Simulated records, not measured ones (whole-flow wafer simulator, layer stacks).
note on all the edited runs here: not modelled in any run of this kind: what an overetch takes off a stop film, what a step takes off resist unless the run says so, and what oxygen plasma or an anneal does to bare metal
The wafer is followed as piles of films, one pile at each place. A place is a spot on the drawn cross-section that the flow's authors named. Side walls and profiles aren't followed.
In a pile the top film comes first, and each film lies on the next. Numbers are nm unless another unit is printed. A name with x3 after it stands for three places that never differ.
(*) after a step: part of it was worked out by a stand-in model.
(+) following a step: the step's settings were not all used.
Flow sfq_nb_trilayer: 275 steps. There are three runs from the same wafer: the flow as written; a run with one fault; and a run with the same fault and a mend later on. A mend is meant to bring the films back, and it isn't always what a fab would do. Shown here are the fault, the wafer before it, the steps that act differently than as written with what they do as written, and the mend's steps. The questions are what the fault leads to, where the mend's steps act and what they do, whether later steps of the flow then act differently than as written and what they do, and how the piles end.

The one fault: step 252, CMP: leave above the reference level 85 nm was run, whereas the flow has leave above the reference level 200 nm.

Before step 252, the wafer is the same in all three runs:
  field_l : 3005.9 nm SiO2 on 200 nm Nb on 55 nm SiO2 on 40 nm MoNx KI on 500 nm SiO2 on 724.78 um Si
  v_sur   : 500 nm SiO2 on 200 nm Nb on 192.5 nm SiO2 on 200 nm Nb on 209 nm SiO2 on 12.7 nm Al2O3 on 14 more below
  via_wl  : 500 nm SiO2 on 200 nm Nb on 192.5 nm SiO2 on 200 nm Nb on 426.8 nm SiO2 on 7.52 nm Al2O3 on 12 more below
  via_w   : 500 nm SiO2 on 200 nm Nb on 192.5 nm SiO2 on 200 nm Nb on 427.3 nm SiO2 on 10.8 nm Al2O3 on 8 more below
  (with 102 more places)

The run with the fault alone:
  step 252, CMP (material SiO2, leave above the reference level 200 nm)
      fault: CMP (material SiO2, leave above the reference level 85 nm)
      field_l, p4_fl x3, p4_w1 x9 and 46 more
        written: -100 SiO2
        fault: -215 SiO2
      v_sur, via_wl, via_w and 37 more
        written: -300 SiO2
        fault: -415 SiO2
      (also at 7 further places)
  Steps further on in the flow that do not act as written (2 more steps, not shown, differ only slightly: by at most 2% or 0.5 nm, whichever is larger):
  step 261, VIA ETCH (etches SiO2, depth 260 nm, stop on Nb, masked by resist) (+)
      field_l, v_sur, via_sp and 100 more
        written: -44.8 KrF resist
        fault: -21.9 KrF resist
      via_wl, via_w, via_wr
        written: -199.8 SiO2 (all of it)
        fault: -84.8 SiO2 (all of it)
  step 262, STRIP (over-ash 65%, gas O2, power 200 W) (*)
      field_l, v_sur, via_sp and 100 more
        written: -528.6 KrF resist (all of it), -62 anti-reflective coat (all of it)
        fault: -551.5 KrF resist (all of it), -62 anti-reflective coat (all of it)
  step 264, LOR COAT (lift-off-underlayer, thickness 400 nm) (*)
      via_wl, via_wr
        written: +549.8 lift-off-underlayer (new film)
        fault: +463.7 lift-off-underlayer (new film)
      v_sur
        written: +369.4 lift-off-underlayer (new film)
        fault: +387 lift-off-underlayer (new film)
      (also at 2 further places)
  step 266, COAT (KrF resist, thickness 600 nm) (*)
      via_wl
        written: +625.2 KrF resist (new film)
        fault: +610.7 KrF resist (new film)
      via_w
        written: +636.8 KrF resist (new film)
        fault: +615.6 KrF resist (new film)
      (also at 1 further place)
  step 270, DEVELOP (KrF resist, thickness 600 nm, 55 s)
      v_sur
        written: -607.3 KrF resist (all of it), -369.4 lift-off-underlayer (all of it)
        fault: -602.4 KrF resist (all of it), -387 lift-off-underlayer (all of it)
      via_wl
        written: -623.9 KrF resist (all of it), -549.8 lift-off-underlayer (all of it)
        fault: -609.4 KrF resist (all of it), -463.7 lift-off-underlayer (all of it)
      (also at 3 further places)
  At field_l, v_sur, via_sp and 100 more, the piles at the end differ from the flow's by more than 2% or 0.5 nm, whichever is larger.
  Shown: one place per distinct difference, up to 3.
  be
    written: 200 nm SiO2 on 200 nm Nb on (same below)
    fault: 85 nm SiO2 on 200 nm Nb on (same below)
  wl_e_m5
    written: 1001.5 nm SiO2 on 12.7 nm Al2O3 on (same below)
    fault: 886.5 nm SiO2 on 12.7 nm Al2O3 on (same below)
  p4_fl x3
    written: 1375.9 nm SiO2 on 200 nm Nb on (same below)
    fault: 1260.9 nm SiO2 on 200 nm Nb on (same below)

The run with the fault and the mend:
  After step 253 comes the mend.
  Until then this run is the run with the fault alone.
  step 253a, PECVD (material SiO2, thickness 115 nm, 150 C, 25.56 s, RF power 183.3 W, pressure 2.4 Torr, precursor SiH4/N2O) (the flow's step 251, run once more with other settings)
      field_l, v_sur, via_wl and 103 more
        +115 SiO2
  None of the later steps of the flow acts differently than as written at any place that is followed.
  The piles end the same as the flow's at every place that both follow.
